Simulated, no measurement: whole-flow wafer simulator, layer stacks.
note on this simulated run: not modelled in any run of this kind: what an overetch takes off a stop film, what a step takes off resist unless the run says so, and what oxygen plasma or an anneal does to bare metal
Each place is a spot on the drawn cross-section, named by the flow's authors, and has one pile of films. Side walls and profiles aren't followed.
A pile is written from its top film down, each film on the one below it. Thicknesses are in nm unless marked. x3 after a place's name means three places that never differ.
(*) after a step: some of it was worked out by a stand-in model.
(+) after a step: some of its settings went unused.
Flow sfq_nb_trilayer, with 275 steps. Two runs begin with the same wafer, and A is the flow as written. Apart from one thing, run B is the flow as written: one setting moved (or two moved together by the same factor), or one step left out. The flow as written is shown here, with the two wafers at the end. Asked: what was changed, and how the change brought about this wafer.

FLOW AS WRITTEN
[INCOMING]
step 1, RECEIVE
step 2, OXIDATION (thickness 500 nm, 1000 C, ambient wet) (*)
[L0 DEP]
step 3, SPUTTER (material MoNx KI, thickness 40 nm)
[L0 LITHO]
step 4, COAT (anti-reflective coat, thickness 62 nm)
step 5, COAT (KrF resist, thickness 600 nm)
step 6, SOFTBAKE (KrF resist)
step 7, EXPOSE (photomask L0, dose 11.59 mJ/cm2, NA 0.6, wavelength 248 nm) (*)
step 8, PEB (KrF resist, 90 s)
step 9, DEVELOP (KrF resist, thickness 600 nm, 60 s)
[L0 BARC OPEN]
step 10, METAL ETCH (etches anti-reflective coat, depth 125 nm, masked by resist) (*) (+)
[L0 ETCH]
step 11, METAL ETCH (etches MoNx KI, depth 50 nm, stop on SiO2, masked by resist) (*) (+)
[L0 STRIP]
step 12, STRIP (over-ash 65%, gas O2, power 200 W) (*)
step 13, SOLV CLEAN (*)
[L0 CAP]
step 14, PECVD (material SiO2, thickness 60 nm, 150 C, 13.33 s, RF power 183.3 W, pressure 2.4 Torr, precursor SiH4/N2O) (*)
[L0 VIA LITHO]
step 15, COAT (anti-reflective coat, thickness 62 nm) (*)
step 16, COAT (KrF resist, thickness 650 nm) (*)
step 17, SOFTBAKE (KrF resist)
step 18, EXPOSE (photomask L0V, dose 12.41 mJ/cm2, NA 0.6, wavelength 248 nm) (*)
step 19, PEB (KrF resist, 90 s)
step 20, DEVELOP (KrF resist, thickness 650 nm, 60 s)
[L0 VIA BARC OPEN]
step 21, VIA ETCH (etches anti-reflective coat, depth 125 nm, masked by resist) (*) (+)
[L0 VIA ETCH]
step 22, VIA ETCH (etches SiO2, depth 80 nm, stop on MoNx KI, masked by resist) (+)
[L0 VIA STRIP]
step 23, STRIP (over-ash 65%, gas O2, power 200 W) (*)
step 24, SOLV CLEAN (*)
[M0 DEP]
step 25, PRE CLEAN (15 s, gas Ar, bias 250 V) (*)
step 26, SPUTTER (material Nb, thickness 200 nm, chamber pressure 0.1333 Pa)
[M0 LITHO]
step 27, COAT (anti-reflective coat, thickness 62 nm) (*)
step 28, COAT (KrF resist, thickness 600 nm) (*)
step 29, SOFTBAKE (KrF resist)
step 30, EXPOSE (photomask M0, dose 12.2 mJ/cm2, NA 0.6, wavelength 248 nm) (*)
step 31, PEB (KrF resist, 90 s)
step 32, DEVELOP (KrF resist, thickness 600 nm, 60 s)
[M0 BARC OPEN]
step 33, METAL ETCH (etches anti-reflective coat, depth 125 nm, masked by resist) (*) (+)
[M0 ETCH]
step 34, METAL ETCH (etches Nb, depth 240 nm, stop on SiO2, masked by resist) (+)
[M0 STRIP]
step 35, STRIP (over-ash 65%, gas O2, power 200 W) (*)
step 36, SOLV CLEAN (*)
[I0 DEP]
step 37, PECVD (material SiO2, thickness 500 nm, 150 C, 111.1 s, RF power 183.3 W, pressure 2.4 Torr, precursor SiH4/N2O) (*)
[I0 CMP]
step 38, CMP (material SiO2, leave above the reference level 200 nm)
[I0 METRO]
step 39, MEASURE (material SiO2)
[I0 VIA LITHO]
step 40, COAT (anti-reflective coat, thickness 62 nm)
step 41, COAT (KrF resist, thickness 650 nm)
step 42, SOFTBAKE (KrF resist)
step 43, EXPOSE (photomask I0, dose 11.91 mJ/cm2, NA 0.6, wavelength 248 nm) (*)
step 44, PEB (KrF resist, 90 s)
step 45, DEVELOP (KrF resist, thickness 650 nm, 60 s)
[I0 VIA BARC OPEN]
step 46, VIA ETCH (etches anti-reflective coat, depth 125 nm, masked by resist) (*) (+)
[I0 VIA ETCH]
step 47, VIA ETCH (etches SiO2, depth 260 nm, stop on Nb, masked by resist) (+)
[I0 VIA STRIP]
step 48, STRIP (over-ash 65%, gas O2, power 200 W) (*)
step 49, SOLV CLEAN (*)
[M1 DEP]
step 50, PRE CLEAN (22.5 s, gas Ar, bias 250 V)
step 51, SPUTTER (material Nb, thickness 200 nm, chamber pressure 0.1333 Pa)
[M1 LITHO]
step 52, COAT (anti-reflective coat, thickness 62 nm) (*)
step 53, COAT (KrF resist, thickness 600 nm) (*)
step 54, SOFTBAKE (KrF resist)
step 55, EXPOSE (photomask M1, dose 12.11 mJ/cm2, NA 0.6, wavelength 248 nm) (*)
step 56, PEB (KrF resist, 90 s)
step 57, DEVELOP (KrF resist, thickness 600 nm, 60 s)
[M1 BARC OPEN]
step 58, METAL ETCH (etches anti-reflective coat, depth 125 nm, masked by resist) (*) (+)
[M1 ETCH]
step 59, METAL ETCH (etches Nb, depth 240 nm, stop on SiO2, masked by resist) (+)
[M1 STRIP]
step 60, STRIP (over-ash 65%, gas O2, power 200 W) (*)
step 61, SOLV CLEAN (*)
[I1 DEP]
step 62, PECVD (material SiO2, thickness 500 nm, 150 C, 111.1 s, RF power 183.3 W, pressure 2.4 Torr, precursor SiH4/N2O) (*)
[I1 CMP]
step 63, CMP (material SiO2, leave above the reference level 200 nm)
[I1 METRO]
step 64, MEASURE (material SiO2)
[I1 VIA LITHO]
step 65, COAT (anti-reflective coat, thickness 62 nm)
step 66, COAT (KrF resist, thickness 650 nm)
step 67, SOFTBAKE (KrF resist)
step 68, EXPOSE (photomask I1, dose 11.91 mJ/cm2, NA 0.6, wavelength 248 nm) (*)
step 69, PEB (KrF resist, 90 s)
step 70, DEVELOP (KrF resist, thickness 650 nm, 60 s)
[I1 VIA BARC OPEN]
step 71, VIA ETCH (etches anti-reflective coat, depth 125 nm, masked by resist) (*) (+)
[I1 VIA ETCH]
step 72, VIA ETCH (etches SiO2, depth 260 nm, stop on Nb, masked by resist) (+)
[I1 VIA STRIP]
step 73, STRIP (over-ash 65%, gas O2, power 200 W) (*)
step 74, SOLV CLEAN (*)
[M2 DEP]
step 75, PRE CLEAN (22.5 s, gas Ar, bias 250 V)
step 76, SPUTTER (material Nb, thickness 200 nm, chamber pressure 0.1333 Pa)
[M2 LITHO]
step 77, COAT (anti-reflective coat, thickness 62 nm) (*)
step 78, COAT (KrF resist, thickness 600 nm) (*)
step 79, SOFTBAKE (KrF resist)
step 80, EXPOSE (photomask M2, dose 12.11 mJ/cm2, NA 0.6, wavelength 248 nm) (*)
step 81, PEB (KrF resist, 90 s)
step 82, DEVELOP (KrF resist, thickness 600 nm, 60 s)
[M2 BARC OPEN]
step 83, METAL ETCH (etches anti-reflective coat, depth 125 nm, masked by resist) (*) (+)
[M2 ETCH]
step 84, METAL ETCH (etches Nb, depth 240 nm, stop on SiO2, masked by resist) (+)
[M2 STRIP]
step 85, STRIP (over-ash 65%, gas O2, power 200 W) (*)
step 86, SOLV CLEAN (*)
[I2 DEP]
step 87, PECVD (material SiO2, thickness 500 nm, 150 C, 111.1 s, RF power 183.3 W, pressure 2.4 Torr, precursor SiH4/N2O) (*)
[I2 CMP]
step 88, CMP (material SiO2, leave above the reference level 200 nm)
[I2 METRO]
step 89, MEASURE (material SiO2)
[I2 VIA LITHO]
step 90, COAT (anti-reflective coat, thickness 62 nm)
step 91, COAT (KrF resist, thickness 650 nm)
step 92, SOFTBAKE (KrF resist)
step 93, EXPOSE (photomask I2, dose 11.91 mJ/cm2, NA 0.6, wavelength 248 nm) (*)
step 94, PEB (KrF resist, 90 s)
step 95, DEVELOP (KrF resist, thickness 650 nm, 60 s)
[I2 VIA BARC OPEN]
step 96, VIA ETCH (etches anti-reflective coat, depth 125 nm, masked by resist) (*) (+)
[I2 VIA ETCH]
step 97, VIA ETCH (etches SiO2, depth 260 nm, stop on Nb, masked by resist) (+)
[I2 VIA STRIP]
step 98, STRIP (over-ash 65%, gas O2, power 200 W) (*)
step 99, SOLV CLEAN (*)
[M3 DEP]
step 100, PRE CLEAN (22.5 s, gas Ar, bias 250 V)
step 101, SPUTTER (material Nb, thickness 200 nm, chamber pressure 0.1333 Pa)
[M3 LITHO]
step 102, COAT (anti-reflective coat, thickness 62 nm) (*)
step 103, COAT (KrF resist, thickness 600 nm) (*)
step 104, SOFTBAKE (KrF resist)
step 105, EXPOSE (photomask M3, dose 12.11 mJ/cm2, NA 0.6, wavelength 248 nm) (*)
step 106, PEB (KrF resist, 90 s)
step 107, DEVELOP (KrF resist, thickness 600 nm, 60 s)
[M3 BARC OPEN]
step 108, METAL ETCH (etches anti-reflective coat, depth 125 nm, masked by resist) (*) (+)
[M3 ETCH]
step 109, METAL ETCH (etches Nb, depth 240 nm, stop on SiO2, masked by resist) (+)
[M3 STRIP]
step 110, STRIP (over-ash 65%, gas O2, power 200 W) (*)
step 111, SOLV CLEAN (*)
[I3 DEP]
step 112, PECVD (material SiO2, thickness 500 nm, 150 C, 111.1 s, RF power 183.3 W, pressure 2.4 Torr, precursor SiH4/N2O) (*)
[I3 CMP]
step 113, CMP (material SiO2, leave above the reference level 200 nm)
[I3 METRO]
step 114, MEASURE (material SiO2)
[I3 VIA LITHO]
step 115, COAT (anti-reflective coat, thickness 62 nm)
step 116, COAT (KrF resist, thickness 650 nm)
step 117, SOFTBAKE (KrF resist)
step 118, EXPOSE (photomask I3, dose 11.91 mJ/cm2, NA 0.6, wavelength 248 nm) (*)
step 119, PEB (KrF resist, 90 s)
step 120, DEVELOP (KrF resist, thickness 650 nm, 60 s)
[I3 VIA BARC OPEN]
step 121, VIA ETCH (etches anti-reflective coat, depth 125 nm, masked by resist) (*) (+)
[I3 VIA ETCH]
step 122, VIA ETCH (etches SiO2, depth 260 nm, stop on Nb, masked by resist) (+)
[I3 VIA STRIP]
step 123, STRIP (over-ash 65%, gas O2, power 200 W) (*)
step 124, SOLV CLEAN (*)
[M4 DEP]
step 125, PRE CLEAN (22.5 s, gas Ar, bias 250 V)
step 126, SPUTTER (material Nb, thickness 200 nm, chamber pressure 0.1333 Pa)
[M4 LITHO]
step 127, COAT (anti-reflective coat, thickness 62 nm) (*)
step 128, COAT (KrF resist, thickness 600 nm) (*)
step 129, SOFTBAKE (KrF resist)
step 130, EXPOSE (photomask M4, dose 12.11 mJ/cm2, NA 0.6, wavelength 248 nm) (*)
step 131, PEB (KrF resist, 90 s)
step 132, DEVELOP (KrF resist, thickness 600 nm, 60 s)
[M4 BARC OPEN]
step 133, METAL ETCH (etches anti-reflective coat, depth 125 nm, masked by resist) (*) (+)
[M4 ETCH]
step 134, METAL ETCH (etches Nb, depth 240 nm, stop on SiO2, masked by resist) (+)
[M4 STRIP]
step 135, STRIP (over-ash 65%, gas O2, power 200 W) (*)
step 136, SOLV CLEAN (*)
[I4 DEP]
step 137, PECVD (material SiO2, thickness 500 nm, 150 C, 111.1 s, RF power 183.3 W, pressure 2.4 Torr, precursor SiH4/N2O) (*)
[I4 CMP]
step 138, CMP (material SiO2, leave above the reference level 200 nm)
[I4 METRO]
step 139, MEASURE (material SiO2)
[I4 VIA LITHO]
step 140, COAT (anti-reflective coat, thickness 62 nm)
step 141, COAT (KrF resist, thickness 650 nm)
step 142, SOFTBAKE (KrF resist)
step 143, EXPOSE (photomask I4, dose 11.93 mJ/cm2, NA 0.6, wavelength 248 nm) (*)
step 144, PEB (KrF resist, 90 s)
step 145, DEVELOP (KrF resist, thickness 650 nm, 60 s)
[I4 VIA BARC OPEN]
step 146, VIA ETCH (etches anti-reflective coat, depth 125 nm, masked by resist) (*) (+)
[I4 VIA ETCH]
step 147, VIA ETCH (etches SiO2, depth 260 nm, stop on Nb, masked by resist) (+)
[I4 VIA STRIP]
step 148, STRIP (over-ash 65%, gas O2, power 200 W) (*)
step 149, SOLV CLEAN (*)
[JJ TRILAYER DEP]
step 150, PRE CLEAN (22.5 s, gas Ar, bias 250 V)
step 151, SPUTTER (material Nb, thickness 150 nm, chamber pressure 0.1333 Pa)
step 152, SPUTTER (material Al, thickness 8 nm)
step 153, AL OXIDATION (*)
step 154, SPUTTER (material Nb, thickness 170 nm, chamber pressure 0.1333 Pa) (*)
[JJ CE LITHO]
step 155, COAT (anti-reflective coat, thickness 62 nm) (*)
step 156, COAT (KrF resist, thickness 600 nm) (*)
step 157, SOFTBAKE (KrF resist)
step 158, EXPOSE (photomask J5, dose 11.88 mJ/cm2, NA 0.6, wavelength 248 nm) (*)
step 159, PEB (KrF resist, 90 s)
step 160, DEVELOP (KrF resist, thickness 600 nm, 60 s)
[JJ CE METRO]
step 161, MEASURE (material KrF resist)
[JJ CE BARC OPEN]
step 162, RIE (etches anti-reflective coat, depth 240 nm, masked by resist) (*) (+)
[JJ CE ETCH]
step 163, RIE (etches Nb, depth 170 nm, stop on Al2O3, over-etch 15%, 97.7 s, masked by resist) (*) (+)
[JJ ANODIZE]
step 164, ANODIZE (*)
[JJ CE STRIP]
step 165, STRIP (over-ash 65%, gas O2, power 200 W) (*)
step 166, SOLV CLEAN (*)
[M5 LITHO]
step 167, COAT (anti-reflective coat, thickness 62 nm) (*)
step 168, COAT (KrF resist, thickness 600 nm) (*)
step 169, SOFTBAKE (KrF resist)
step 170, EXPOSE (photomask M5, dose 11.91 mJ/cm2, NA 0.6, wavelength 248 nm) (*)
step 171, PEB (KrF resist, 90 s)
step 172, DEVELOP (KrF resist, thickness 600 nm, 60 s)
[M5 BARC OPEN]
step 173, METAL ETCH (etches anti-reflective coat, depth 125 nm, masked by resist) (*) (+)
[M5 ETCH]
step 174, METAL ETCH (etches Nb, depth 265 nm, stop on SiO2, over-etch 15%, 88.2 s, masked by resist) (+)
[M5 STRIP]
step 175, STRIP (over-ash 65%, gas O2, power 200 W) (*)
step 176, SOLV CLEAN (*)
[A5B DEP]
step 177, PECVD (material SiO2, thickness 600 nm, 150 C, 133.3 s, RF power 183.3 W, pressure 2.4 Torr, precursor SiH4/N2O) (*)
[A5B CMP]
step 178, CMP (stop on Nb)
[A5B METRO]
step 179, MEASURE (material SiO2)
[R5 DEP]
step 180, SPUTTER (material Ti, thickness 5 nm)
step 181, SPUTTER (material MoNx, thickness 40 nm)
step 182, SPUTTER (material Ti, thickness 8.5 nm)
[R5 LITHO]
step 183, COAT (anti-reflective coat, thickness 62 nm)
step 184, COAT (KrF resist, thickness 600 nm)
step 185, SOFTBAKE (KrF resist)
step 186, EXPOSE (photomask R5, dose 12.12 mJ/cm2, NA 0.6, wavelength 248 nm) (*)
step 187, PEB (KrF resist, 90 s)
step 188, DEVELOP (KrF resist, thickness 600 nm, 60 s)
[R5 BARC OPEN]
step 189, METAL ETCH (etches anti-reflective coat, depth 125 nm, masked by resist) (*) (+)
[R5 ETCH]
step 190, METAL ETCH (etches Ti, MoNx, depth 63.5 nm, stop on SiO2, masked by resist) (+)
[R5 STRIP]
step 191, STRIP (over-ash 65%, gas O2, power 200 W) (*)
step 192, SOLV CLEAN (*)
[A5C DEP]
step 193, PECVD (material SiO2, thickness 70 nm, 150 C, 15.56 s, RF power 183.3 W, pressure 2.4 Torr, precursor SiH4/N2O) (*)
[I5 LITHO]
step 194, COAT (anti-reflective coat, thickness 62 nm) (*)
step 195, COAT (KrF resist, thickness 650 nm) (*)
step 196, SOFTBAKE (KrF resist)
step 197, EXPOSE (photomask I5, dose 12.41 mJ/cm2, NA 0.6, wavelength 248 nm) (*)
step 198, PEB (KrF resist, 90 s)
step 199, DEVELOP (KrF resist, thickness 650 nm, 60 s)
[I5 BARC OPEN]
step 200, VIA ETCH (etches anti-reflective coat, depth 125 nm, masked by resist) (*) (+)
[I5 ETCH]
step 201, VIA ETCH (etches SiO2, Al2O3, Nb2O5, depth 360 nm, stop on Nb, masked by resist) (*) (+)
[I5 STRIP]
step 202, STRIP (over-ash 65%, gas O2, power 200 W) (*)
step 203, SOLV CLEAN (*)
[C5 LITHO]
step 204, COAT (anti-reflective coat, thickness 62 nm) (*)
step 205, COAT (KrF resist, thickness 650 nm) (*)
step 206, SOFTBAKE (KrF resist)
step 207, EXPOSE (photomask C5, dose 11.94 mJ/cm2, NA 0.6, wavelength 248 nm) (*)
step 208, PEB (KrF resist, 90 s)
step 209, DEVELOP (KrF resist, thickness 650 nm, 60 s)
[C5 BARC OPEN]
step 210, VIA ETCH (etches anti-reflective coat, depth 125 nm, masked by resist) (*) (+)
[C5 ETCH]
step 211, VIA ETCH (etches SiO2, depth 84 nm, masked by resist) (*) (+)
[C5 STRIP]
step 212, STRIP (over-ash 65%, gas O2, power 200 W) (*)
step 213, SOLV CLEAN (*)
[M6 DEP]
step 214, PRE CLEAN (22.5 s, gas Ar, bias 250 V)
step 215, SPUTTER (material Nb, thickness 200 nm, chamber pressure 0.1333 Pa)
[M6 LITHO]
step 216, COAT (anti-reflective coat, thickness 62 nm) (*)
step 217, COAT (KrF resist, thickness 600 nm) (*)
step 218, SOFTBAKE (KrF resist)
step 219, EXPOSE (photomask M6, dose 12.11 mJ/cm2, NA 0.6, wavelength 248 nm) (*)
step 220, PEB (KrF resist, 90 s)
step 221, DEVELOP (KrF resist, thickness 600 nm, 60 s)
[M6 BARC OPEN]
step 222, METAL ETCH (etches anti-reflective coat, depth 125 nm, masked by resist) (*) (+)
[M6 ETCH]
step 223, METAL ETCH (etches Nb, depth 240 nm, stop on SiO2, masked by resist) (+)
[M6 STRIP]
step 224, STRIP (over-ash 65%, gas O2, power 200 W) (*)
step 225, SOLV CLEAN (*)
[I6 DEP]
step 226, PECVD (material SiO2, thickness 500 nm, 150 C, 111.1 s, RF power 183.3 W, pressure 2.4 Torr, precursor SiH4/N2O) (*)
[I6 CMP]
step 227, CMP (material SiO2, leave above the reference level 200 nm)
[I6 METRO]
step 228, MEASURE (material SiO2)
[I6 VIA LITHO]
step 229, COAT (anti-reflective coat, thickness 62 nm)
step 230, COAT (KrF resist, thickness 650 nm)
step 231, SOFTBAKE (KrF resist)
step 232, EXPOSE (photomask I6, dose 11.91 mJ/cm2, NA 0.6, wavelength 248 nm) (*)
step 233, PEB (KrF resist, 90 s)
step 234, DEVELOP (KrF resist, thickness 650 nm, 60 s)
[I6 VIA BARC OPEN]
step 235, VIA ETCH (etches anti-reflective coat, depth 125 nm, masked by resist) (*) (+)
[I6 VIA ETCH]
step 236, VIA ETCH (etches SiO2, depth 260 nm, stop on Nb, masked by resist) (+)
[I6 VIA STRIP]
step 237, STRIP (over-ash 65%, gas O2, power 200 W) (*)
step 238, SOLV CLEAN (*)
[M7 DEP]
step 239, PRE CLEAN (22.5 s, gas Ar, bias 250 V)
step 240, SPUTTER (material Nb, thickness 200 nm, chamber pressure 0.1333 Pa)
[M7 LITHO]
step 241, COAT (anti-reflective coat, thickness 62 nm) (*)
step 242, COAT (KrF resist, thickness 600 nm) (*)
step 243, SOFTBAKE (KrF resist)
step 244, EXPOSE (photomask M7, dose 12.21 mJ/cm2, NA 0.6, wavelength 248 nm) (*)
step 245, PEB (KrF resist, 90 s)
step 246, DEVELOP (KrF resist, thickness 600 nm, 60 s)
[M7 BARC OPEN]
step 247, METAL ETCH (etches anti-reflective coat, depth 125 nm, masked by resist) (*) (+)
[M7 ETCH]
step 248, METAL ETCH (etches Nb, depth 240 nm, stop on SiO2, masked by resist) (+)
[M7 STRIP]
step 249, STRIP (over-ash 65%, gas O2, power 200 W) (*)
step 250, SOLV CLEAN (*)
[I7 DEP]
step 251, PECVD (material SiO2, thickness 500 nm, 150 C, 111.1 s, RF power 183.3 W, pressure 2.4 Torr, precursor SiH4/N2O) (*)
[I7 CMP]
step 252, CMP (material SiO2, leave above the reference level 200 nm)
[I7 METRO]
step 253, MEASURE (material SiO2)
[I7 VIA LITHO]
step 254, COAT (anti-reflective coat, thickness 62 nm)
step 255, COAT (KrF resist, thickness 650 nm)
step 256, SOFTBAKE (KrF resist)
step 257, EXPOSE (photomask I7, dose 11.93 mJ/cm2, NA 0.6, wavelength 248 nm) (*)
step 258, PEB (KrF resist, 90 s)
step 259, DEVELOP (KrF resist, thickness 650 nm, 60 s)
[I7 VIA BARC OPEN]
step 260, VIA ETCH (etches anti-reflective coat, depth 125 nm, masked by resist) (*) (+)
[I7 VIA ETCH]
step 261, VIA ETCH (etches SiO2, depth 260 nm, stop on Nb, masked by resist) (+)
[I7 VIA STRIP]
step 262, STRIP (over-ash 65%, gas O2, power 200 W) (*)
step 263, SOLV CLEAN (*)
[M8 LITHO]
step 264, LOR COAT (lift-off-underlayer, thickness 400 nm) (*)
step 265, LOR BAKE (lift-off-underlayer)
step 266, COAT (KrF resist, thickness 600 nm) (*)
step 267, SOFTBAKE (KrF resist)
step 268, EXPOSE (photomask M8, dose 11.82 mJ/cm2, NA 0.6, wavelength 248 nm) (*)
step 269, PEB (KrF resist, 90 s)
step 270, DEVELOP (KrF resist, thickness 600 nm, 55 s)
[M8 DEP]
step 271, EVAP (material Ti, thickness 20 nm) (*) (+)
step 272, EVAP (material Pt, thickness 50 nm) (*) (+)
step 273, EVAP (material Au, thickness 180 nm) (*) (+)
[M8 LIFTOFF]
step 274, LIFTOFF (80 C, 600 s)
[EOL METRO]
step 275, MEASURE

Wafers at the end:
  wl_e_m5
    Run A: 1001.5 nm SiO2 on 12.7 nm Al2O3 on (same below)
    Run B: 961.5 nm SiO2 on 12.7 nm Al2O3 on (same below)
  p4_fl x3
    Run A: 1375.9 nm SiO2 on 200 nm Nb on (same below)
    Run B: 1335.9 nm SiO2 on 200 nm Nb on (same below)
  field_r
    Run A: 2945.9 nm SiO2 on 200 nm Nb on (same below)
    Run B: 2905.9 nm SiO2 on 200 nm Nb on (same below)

Cause: step 215, SPUTTER: thickness 160 nm was run, whereas the flow has thickness 200 nm.

How this came from the change, step by step:
  step 215, SPUTTER (material Nb, thickness 200 nm, chamber pressure 0.1333 Pa)
      field_l, v_sur, via_wl and 100 more: A Nb gains 200 (new film) | B Nb gains 160 (new film)
      be: A Nb gains 147.3 | B Nb gains 118.2
      (also at 2 further places)
  step 216, COAT (anti-reflective coat, thickness 62 nm) (*)
      be: A anti-reflective coat gains 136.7 (new film) | B anti-reflective coat gains 133.4 (new film)
  step 223, METAL ETCH (etches Nb, depth 240 nm, stop on SiO2, masked by resist) (+)
      field_l, gap, moat and 76 more: A Nb loses 200 (all of it) | B Nb loses 160 (all of it)
  step 224, STRIP (over-ash 65%, gas O2, power 200 W) (*)
      be: A KrF resist loses 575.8 (all of it), anti-reflective coat loses 136.7 (all of it) | B KrF resist loses 573.7 (all of it), anti-reflective coat loses 133.4 (all of it)
  step 226, PECVD (material SiO2, thickness 500 nm, 150 C, 111.1 s, RF power 183.3 W, pressure 2.4 Torr, precursor SiH4/N2O) (*)
      gap, wl_a_sl, m6r_space_l x2: A SiO2 gains 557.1 | B SiO2 gains 517.1
      be: A SiO2 gains 693.5 (new film) | B SiO2 gains 678.5 (new film)
  step 227, CMP (material SiO2, leave above the reference level 200 nm)
      field_l, p4_fl x3, p4_w1 x9 and 49 more: A SiO2 loses 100 | B SiO2 loses 140
      moat, field_r, lsp_l, ln_m5, lsp_m: A SiO2 loses 93.6 | B SiO2 loses 134.9
      (also at 9 further places)
